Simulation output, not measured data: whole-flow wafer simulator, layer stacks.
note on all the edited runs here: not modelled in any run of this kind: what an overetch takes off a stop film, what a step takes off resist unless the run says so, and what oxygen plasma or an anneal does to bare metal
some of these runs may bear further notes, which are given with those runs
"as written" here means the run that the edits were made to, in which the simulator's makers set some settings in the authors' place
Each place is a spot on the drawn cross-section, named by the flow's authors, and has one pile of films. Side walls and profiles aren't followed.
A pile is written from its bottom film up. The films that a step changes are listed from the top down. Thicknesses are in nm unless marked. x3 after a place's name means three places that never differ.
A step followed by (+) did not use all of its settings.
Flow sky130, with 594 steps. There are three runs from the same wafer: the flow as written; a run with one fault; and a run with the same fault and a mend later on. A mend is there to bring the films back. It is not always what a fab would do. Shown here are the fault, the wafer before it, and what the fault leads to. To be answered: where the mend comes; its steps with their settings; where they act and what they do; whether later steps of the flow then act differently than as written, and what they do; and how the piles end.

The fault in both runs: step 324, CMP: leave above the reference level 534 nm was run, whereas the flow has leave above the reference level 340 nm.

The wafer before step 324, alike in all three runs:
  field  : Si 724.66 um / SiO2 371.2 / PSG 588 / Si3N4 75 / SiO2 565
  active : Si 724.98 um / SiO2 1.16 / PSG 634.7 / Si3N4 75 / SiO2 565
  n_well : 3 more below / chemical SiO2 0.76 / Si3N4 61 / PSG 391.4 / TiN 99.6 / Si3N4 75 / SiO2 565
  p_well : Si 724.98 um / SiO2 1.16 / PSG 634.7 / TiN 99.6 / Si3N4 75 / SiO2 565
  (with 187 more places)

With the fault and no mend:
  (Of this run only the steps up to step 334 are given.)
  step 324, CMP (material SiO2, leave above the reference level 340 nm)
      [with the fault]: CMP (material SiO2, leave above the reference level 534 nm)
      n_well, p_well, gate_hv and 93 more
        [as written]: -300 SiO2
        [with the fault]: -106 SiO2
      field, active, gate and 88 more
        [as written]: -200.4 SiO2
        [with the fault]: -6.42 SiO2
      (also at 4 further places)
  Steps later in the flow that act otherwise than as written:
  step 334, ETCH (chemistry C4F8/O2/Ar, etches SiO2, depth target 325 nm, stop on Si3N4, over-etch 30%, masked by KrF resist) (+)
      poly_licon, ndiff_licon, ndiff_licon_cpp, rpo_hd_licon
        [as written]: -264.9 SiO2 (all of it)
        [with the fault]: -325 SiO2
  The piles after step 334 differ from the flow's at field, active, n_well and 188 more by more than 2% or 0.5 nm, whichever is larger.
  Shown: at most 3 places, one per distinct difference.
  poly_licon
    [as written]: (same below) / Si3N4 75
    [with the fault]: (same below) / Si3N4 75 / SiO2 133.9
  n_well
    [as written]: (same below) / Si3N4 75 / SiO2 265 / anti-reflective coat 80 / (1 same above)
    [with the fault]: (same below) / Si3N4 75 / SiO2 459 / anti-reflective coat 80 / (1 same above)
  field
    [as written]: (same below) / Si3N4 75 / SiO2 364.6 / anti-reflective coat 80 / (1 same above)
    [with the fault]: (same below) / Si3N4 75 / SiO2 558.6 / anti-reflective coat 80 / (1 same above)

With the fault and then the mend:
  The mend follows step 324.
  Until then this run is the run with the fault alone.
  step 324a, CMP (material SiO2, leave above the reference level 340 nm) (the flow's step 324, run once more)
      field, active, n_well and 188 more
        -194 SiO2
  Later steps of the flow that are run all act as written at every place that is followed.
  The piles end the same as the flow's at every place that both follow.
